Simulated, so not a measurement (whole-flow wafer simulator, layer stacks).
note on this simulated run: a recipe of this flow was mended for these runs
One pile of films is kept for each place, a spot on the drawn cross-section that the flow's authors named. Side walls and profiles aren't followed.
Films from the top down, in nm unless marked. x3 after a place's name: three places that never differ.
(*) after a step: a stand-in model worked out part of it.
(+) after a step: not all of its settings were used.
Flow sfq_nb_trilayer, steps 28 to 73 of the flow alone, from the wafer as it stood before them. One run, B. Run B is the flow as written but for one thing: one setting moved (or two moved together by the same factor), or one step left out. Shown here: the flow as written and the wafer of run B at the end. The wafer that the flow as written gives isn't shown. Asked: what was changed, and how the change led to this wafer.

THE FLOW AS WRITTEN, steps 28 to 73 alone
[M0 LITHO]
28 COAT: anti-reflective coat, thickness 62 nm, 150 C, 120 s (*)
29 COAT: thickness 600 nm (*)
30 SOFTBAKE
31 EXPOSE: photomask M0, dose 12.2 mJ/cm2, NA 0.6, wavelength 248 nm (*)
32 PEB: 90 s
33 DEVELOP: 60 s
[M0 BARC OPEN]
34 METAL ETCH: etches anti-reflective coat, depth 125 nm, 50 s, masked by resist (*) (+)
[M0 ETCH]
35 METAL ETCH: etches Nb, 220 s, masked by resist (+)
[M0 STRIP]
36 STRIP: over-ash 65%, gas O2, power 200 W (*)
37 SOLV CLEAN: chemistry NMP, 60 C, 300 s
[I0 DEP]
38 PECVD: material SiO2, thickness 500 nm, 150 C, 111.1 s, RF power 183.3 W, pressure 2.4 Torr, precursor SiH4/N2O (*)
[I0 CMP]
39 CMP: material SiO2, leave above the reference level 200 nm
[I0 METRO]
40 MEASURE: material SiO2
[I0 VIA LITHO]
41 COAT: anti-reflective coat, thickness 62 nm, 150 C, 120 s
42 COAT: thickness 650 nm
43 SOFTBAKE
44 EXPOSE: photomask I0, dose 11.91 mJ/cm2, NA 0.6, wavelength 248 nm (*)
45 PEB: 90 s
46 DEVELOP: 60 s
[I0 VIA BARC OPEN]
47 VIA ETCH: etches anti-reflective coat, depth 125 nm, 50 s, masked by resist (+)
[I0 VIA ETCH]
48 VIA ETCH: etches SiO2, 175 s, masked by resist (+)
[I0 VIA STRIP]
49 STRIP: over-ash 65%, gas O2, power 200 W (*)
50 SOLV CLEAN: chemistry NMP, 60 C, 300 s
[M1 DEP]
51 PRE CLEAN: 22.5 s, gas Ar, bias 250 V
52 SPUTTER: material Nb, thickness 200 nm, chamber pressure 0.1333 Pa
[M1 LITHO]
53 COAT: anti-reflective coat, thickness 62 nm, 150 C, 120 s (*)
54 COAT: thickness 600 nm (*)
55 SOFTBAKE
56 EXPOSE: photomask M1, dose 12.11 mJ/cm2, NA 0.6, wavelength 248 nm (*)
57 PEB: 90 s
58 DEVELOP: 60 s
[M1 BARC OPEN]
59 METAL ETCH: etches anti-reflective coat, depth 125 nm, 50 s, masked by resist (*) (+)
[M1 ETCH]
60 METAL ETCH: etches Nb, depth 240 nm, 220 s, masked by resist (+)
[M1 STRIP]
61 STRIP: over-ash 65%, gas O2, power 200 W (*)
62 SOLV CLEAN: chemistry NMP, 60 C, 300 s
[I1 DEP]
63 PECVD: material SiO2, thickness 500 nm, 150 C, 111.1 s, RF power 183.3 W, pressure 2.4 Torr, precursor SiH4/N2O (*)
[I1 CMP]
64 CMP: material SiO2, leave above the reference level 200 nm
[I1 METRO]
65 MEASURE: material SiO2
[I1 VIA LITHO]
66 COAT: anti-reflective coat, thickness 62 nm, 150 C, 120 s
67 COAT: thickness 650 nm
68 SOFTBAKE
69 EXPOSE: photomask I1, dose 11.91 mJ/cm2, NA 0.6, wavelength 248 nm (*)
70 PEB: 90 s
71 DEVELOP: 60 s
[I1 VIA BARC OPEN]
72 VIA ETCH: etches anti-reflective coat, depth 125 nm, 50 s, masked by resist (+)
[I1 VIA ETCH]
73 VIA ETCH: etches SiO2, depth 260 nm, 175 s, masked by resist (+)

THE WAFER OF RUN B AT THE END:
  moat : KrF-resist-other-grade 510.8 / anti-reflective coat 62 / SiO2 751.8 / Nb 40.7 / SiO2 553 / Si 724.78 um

The cause: step 35, METAL ETCH: 146 s was run, where the flow has 220 s.

How the change led to this, step by step:
  35 METAL ETCH: etches Nb, 220 s, masked by resist (+)
      moat, m0r_space_l x2: Nb -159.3 (as written it would be: Nb -200 (all of it), SiO2 -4)
      field_l, v_sur, via_wl and 100 more: KrF-resist-other-grade -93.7 (as written it would be: KrF-resist-other-grade -141.2)
  36 STRIP: over-ash 65%, gas O2, power 200 W (*)
      p4_fl x53, wl_j_sl x16, wl_d_sl x2: KrF-resist-other-grade -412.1 (all of it), anti-reflective coat -62 (all of it) (as written it would be: KrF-resist-other-grade -364.6 (all of it), anti-reflective coat -62 (all of it))
      jj_sur, ce_l, res, r_end: KrF-resist-other-grade -418 (all of it), anti-reflective coat -63.7 (all of it) (as written it would be: KrF-resist-other-grade -370.5 (all of it), anti-reflective coat -63.7 (all of it))
      (and at 28 more places)
  38 PECVD: material SiO2, thickness 500 nm, 150 C, 111.1 s, RF power 183.3 W, pressure 2.4 Torr, precursor SiH4/N2O (*)
      moat, m0r_space_l x2: SiO2 +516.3 (new film) (as written it would be: SiO2 +561.1)
Counting metal films that touch as one body, moat has 1 body; the flow as written gives 0 bodies.
